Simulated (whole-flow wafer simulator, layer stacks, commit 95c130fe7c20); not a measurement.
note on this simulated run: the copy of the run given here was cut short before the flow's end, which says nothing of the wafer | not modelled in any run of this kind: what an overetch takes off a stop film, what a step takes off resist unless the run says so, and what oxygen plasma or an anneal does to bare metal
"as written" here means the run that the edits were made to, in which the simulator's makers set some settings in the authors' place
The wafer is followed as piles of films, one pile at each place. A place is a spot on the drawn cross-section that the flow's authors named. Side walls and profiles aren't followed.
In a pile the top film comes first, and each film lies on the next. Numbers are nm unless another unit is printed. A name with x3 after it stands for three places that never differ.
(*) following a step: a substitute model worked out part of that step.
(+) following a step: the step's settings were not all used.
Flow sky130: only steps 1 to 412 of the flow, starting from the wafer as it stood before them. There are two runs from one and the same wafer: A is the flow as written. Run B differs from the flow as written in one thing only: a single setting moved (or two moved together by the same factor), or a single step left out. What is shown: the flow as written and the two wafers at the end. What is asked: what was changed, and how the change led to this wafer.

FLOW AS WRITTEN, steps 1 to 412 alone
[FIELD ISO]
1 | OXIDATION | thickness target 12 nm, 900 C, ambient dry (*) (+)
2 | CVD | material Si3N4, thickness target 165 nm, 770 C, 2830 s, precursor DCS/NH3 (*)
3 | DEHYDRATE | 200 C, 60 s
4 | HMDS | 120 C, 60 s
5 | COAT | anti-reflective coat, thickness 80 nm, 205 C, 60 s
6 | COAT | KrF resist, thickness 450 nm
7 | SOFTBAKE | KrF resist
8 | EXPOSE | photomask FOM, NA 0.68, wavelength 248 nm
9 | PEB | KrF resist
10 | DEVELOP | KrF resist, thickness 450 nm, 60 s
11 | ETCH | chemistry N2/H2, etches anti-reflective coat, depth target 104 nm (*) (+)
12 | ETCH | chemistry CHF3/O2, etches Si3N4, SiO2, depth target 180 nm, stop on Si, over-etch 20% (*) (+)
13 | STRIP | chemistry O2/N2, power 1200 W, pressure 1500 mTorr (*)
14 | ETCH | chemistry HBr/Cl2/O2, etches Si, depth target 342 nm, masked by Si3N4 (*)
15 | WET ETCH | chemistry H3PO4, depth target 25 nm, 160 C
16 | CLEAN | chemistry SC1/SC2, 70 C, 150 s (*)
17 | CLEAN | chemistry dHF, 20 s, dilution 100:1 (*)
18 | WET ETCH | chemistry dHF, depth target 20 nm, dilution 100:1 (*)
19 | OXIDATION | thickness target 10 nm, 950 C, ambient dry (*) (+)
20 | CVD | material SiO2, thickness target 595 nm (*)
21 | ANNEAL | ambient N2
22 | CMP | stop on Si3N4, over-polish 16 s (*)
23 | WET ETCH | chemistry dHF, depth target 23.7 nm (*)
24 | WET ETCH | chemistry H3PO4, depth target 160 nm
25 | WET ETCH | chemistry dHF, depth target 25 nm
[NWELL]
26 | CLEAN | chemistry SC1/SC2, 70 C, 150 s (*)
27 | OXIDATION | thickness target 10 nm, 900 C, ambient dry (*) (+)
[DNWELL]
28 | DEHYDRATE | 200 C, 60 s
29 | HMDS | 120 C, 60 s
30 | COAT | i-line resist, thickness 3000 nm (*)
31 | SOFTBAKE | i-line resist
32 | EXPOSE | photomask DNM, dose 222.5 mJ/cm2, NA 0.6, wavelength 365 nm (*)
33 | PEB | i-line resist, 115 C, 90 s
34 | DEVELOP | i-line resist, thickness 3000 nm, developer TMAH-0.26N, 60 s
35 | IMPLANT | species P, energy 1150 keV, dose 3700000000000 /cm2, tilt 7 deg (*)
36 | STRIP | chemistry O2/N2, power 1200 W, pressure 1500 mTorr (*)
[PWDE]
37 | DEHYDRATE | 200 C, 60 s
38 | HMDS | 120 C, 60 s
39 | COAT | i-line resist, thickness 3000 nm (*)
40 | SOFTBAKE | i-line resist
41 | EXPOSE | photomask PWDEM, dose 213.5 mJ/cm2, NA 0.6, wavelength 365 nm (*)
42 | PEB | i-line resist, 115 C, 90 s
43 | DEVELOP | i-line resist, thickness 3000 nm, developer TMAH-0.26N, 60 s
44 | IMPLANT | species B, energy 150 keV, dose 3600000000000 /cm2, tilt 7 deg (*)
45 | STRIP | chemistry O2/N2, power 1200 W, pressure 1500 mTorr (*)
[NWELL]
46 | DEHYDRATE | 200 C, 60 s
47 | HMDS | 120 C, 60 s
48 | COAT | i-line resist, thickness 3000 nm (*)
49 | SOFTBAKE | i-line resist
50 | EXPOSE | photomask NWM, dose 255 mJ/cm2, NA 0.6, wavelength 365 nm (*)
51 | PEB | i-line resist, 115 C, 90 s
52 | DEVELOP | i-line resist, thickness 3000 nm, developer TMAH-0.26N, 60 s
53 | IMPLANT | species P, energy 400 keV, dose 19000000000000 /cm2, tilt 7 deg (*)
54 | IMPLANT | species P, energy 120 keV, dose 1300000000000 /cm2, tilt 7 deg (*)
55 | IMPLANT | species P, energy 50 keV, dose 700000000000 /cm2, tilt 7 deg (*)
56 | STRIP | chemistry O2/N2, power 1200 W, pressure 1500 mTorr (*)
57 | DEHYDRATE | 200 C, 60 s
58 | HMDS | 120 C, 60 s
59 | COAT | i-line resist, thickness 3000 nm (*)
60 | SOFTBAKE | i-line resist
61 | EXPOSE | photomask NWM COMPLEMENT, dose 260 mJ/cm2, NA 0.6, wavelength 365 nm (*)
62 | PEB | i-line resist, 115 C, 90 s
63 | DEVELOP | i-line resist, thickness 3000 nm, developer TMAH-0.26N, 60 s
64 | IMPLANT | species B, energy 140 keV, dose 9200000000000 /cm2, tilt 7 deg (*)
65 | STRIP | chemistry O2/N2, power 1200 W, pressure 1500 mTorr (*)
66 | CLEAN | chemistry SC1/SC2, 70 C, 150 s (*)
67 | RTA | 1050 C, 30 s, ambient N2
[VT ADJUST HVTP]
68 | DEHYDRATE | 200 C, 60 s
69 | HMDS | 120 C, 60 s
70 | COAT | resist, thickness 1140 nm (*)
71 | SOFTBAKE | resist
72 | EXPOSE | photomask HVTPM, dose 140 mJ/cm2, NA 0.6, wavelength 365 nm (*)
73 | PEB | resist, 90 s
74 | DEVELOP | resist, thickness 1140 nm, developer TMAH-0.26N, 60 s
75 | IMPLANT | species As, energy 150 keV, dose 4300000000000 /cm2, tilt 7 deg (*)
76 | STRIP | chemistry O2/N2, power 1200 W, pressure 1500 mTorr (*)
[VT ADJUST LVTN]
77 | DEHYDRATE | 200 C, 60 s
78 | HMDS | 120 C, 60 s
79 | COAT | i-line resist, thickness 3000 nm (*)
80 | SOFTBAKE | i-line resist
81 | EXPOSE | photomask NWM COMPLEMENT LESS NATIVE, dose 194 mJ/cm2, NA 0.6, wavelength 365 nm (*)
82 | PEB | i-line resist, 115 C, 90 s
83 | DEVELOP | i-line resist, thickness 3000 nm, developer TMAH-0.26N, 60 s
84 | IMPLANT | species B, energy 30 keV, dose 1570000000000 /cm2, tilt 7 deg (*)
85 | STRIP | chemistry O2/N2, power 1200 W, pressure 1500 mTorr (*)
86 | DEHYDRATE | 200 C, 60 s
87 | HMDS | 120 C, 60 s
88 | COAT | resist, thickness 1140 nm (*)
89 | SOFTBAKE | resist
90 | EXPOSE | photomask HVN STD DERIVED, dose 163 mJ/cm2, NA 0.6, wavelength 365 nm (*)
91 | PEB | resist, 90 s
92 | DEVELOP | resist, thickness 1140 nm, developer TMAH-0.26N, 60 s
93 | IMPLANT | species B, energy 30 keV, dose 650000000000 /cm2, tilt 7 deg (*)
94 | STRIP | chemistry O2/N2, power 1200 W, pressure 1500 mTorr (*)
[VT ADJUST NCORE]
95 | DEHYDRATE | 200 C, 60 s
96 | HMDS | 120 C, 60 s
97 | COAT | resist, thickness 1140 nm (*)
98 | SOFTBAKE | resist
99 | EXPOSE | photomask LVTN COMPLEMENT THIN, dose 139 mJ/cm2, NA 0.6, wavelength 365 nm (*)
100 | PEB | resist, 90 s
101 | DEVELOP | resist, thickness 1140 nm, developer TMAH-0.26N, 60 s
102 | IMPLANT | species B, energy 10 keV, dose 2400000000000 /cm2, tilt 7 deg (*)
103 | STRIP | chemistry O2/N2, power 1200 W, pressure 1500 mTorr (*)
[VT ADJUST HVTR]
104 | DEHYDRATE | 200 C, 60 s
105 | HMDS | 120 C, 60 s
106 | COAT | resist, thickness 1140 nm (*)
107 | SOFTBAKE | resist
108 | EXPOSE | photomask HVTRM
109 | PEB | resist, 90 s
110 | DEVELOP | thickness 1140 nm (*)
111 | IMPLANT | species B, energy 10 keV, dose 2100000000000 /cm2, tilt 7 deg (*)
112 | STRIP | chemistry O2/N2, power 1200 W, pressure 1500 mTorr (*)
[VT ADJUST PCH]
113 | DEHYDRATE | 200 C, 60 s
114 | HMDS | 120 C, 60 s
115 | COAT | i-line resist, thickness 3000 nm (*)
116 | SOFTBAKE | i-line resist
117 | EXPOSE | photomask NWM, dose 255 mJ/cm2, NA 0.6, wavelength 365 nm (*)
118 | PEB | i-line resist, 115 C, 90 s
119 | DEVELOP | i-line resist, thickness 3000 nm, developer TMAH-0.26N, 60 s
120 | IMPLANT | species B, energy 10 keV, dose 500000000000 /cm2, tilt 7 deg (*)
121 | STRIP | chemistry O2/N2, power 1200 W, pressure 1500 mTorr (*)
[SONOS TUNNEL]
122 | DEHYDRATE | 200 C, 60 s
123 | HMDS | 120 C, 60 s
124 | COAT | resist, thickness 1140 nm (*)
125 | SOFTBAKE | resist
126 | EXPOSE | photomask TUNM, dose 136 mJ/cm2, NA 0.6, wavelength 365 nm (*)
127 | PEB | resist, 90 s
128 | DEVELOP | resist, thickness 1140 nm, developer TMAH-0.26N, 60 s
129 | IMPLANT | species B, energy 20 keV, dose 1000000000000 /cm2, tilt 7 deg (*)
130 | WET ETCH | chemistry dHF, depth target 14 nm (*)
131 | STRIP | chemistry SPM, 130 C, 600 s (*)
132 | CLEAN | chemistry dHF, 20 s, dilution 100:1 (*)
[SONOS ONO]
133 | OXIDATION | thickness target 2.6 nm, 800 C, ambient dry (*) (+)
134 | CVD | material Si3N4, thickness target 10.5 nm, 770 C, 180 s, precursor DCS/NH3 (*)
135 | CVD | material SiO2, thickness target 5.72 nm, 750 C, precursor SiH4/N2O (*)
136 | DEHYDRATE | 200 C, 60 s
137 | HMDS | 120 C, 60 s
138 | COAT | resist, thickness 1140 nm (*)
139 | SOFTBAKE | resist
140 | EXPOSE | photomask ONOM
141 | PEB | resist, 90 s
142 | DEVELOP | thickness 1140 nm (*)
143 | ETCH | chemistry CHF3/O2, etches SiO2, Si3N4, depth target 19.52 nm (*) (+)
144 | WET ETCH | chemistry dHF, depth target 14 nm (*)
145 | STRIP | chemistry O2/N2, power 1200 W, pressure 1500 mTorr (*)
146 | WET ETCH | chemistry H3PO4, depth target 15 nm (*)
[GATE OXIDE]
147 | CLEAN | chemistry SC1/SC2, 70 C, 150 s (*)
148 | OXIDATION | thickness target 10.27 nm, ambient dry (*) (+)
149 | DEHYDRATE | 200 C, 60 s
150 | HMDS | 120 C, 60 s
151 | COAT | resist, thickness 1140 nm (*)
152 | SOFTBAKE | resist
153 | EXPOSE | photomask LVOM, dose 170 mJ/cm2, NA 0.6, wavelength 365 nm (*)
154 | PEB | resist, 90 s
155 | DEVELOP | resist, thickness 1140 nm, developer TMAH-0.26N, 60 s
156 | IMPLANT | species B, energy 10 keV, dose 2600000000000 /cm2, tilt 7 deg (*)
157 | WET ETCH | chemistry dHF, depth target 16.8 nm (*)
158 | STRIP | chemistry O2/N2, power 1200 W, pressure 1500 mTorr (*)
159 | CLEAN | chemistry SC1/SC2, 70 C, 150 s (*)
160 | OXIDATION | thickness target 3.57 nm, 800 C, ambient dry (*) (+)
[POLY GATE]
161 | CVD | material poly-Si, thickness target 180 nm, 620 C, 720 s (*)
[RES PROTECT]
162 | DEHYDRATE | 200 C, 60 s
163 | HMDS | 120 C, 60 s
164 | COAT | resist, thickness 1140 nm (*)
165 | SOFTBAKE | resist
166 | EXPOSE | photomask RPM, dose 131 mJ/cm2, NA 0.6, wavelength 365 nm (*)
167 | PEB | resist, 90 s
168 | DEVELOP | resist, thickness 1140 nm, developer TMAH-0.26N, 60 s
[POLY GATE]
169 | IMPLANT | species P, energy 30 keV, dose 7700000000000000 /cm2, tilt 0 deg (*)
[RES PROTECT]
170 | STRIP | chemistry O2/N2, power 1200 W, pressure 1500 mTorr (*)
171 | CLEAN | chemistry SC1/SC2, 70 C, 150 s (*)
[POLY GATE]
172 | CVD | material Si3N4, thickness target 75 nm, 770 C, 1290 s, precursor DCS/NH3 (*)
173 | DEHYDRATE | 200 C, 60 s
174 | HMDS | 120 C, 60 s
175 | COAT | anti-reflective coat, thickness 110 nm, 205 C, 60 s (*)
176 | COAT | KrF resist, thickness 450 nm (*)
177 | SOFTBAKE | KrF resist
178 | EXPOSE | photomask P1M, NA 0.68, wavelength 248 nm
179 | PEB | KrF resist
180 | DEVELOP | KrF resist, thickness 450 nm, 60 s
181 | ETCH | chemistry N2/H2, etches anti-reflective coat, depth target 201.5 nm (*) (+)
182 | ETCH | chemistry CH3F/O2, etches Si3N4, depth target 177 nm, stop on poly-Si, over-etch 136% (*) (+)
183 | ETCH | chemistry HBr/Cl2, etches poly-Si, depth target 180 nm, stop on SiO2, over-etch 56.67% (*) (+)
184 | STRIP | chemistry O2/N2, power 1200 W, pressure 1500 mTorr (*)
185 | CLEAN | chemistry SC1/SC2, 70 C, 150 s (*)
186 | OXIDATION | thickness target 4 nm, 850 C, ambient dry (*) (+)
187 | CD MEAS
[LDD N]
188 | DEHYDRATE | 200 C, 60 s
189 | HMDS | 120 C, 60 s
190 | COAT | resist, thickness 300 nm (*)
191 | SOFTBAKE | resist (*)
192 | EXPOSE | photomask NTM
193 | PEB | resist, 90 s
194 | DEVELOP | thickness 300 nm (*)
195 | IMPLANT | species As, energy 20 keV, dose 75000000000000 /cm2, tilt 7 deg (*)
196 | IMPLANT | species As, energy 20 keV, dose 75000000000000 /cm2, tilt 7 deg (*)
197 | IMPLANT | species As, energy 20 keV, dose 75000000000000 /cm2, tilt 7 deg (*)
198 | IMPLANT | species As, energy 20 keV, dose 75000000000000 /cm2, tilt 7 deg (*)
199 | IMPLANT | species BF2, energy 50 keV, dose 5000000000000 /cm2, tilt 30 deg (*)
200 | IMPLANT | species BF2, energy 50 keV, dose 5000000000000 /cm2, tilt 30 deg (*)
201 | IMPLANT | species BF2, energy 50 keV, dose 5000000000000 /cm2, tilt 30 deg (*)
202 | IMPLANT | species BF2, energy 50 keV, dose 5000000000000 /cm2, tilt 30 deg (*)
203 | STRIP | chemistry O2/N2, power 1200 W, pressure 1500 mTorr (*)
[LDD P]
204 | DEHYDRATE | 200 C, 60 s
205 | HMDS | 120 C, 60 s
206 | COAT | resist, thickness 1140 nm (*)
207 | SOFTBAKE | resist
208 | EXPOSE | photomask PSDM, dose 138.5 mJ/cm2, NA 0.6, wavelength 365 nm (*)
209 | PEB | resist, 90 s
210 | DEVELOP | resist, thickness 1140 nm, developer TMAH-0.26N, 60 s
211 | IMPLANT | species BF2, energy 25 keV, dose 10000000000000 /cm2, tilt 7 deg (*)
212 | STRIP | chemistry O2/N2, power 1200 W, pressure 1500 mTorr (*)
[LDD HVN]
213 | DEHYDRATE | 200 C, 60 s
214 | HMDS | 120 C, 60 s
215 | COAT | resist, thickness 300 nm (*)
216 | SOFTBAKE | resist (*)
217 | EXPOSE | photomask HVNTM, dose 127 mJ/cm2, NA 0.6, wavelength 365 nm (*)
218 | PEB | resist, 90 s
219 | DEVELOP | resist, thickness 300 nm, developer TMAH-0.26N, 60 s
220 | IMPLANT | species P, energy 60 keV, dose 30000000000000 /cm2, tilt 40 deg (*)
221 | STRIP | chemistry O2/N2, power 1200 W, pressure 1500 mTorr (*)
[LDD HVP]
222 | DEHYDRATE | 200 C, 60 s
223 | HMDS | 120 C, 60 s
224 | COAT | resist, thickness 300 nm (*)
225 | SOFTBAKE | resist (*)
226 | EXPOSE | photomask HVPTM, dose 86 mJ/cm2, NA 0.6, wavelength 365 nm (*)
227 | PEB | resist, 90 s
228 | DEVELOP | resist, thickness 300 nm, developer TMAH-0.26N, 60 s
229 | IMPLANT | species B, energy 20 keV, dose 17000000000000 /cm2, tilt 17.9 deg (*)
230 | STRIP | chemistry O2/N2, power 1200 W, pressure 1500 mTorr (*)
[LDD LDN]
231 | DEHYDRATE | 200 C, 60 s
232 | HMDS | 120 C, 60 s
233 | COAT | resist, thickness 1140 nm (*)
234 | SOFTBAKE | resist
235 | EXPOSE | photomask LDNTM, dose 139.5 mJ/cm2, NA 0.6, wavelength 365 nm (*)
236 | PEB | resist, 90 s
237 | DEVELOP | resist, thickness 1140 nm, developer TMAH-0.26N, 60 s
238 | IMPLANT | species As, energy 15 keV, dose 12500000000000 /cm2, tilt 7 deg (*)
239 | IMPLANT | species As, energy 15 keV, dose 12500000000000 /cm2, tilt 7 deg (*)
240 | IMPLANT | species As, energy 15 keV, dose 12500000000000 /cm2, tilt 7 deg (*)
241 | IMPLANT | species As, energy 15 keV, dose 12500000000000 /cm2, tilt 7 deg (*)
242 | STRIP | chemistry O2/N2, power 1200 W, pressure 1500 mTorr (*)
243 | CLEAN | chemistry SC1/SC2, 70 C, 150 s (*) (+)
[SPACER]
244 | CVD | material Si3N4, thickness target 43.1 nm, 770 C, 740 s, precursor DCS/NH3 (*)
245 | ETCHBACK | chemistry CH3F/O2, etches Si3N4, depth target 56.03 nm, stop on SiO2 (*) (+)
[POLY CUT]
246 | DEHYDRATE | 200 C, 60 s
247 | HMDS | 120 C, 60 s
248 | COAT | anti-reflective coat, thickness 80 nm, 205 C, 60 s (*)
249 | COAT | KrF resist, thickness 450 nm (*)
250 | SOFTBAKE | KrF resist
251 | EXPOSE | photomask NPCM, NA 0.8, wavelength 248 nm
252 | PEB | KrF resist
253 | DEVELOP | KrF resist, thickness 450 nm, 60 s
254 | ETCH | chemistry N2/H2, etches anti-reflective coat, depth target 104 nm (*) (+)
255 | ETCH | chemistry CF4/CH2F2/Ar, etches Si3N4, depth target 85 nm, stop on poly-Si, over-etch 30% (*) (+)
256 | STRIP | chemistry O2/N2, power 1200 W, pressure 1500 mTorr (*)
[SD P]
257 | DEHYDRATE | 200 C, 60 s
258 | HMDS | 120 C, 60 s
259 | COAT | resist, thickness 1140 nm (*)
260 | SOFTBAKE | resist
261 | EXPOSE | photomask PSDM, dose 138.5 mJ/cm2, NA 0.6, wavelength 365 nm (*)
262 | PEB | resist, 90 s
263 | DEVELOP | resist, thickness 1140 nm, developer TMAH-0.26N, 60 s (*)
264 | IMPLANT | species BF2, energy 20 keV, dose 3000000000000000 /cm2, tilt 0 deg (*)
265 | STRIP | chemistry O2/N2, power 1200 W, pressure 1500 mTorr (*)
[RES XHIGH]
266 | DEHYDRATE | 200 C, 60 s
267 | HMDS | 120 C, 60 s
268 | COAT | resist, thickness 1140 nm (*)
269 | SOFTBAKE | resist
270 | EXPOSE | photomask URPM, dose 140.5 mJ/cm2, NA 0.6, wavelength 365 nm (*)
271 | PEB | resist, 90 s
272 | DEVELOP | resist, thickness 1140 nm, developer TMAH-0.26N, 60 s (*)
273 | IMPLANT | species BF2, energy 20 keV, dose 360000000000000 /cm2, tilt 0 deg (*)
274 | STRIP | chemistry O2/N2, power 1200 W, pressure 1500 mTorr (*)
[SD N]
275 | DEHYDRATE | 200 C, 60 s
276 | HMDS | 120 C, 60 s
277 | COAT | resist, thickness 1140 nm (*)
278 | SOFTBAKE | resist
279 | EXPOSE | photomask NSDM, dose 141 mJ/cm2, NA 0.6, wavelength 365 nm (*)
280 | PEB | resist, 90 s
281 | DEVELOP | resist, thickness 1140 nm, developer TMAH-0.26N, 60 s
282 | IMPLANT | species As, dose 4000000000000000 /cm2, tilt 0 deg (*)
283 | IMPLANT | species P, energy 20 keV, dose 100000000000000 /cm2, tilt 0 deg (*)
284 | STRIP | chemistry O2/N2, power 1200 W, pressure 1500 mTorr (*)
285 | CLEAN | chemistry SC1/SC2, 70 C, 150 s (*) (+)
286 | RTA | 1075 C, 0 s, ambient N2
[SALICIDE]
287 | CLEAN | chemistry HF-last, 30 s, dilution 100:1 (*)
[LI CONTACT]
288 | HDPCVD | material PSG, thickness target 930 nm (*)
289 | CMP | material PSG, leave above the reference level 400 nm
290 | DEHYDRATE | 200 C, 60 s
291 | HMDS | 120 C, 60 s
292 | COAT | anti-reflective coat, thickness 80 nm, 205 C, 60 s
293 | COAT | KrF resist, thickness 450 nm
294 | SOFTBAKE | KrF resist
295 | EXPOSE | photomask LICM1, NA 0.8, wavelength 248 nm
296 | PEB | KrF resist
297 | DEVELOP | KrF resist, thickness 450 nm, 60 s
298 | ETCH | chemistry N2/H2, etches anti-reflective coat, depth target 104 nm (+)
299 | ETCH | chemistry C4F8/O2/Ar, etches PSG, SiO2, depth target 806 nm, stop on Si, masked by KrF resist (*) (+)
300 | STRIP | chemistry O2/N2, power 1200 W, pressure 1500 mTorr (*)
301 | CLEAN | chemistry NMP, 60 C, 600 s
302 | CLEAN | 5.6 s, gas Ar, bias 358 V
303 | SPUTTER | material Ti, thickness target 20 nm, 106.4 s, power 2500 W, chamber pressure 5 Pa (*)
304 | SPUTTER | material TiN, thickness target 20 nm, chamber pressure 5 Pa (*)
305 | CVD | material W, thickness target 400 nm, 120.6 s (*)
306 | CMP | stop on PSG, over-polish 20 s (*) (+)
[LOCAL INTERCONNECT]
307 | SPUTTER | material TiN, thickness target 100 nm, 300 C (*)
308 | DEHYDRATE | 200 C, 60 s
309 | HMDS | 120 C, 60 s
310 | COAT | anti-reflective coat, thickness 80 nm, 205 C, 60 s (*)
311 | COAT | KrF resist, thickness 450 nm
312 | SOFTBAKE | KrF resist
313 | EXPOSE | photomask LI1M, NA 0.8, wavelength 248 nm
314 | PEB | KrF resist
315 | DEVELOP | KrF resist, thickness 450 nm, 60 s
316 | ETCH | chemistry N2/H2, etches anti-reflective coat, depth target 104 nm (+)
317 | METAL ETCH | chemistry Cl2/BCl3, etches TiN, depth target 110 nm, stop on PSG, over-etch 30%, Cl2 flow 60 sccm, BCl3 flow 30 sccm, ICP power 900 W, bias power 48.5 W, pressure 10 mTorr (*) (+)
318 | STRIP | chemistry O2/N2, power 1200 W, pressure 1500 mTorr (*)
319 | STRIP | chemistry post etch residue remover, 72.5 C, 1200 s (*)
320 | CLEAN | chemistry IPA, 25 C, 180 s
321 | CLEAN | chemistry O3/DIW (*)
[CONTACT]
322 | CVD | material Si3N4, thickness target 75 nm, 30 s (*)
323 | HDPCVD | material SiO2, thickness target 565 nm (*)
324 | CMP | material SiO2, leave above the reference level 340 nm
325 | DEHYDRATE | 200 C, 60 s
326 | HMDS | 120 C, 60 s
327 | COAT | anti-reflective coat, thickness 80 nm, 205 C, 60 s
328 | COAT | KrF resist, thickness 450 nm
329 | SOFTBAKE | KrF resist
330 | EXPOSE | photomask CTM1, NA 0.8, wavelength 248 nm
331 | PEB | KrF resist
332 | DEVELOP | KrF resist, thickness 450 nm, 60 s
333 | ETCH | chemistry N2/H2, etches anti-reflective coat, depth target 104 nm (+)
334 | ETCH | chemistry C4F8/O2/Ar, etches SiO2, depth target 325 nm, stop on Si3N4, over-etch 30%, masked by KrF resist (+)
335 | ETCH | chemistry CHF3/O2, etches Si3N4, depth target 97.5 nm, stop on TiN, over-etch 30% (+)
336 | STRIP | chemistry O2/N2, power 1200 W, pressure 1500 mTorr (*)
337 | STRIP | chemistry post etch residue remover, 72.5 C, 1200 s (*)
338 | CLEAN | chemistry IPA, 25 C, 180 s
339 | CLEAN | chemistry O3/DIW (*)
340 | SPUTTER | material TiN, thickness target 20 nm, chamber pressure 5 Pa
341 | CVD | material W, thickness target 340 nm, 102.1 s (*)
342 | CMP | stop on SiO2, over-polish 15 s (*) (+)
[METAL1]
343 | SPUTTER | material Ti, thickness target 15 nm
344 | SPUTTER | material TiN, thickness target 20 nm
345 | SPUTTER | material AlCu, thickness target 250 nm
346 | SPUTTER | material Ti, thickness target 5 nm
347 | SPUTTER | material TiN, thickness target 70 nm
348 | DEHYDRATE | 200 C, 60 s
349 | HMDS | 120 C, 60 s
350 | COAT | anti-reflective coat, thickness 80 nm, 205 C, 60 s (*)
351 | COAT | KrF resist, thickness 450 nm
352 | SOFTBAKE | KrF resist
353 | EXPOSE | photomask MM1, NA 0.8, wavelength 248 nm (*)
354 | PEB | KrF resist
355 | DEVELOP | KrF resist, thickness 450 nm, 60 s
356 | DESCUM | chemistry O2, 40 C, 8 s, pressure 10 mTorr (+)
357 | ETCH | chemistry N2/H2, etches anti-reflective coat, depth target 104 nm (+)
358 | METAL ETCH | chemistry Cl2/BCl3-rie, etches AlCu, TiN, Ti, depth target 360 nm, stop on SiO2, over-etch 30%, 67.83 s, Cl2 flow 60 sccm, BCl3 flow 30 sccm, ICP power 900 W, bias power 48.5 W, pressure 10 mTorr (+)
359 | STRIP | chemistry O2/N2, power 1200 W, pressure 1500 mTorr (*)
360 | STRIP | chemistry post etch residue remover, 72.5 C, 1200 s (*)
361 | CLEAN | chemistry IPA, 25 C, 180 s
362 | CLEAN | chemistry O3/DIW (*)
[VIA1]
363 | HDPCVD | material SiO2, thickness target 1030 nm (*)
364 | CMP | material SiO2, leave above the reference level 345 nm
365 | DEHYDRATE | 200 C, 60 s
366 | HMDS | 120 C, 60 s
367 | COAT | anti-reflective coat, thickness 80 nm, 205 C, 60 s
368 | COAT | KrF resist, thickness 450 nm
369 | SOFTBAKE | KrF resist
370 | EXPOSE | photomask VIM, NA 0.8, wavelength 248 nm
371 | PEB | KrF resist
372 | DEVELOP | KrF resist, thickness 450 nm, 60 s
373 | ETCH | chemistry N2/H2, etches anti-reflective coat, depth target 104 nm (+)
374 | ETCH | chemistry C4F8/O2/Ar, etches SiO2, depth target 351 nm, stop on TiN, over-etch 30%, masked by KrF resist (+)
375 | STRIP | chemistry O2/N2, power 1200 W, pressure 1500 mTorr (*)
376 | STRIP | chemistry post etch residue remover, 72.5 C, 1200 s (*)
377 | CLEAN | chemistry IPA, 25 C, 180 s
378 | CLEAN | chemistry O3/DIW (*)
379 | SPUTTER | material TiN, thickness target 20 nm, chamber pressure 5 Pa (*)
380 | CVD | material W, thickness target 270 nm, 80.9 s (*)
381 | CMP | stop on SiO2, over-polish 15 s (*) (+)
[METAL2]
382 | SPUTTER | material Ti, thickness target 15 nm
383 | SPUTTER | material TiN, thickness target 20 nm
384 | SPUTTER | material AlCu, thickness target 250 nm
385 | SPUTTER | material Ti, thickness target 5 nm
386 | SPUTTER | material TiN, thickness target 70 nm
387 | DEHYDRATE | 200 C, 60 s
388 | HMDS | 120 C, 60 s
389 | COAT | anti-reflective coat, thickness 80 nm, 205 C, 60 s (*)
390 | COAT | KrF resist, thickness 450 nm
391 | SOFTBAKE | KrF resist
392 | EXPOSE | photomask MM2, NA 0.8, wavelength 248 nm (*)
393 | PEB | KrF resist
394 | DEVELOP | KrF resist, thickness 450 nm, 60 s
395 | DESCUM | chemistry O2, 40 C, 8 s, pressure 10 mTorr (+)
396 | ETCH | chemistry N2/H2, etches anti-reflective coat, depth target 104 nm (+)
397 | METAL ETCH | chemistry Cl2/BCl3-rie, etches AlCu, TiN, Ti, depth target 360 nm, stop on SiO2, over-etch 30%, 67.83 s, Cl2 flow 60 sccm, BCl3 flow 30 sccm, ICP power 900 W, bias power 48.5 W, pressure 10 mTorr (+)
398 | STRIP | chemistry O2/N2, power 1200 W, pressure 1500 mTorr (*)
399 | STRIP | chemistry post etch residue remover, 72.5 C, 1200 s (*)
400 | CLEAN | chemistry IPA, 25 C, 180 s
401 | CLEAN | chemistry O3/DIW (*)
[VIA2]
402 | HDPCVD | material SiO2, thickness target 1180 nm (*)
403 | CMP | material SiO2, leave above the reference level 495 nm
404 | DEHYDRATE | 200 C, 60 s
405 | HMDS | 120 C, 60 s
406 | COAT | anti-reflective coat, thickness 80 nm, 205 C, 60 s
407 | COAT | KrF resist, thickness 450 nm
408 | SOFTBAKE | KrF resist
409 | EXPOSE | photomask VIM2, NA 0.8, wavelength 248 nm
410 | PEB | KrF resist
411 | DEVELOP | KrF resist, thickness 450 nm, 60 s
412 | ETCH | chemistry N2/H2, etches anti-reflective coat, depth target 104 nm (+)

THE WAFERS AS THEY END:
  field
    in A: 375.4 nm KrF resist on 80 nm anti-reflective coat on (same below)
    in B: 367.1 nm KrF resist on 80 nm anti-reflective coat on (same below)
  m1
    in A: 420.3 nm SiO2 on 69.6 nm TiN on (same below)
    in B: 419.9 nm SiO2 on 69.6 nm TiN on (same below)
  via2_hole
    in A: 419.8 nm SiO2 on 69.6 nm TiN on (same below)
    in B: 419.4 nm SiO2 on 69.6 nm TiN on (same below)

What caused this: step 412, ETCH: depth target 119 nm was run, whereas the flow has depth target 104 nm.

How this came from the change, step by step:
  412 | ETCH | chemistry N2/H2, etches anti-reflective coat, depth target 104 nm (+)
      field, active, n_well and 186 more: A -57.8 KrF resist | B -66.1 KrF resist
